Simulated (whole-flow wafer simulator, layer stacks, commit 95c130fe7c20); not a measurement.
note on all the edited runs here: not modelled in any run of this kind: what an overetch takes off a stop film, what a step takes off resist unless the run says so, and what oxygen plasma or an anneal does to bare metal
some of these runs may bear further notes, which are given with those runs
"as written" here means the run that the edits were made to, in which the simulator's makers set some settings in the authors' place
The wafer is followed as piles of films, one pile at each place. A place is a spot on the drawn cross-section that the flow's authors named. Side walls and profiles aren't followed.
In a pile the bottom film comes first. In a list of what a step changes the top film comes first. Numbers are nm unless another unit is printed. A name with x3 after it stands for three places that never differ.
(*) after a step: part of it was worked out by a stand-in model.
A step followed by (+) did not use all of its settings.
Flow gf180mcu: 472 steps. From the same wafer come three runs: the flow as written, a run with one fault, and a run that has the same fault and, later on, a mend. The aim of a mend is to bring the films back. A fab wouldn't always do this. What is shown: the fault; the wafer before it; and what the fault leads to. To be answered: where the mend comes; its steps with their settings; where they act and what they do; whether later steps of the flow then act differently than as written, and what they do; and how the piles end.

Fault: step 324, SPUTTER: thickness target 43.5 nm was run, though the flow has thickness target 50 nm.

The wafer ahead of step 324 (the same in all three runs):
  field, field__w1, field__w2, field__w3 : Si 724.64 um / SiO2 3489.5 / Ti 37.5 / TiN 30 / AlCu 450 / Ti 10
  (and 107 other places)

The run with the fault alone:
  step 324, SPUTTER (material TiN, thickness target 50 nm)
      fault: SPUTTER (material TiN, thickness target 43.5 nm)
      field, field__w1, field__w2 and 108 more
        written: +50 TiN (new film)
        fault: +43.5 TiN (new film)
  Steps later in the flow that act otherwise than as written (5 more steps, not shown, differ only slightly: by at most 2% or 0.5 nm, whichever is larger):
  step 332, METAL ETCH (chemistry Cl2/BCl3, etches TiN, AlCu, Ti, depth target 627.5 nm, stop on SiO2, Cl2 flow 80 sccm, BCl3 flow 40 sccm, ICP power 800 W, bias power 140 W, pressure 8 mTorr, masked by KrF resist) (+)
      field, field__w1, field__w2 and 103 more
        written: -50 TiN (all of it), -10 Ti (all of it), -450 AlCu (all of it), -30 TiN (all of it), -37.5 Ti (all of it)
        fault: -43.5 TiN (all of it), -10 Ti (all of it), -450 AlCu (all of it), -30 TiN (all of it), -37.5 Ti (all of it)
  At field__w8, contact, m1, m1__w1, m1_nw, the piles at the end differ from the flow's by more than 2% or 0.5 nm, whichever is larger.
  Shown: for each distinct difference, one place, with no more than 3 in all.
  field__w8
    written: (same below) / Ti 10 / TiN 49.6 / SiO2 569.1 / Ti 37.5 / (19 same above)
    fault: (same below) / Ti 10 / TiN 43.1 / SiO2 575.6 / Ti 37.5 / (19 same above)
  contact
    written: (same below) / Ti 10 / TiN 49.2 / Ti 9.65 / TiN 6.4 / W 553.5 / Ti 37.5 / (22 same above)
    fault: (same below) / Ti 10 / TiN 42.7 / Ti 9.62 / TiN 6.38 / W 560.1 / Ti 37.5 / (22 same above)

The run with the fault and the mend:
  The mend follows step 331.
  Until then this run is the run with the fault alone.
  step 331a, STRIP (chemistry O2/N2, power 2160 W, pressure 1700 mTorr) (*)
      field__w8, contact, m1, m1__w1, m1_nw
        -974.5 KrF resist (all of it)
  step 331b, SPUTTER (material TiN, thickness target 6.5 nm) (the flow's step 324 again, with other settings)
      field, field__w1, field__w2 and 108 more
        +6.5 TiN
  step 331c, HMDS (120 C, 60 s) (the flow's step 326 again)
      alters no film at any place that is followed
  step 331d, COAT (KrF resist, thickness 1000 nm) (the flow's step 327 again)
      field, field__w1, field__w2 and 108 more
        +1000 KrF resist (new film)
  step 331e, SOFTBAKE (KrF resist) (the flow's step 328 again)
      alters no film at any place that is followed
  step 331f, EXPOSE (photomask Metal3) (the flow's step 329 again)
      alters no film at any place that is followed
  step 331g, PEB (KrF resist, 135 C, 90 s) (the flow's step 330 again)
      field, field__w1, field__w2 and 108 more
        -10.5 KrF resist
  step 331h, DEVELOP (thickness 1000 nm, 60 s) (the flow's step 331 again)
      field, field__w1, field__w2 and 103 more
        -989.5 KrF resist (all of it)
      field__w8, contact, m1, m1__w1, m1_nw
        -14.9 KrF resist
  Later steps of the flow that are run all act as written at every place that is followed.
  The piles end the same as the flow's at every place that both follow.
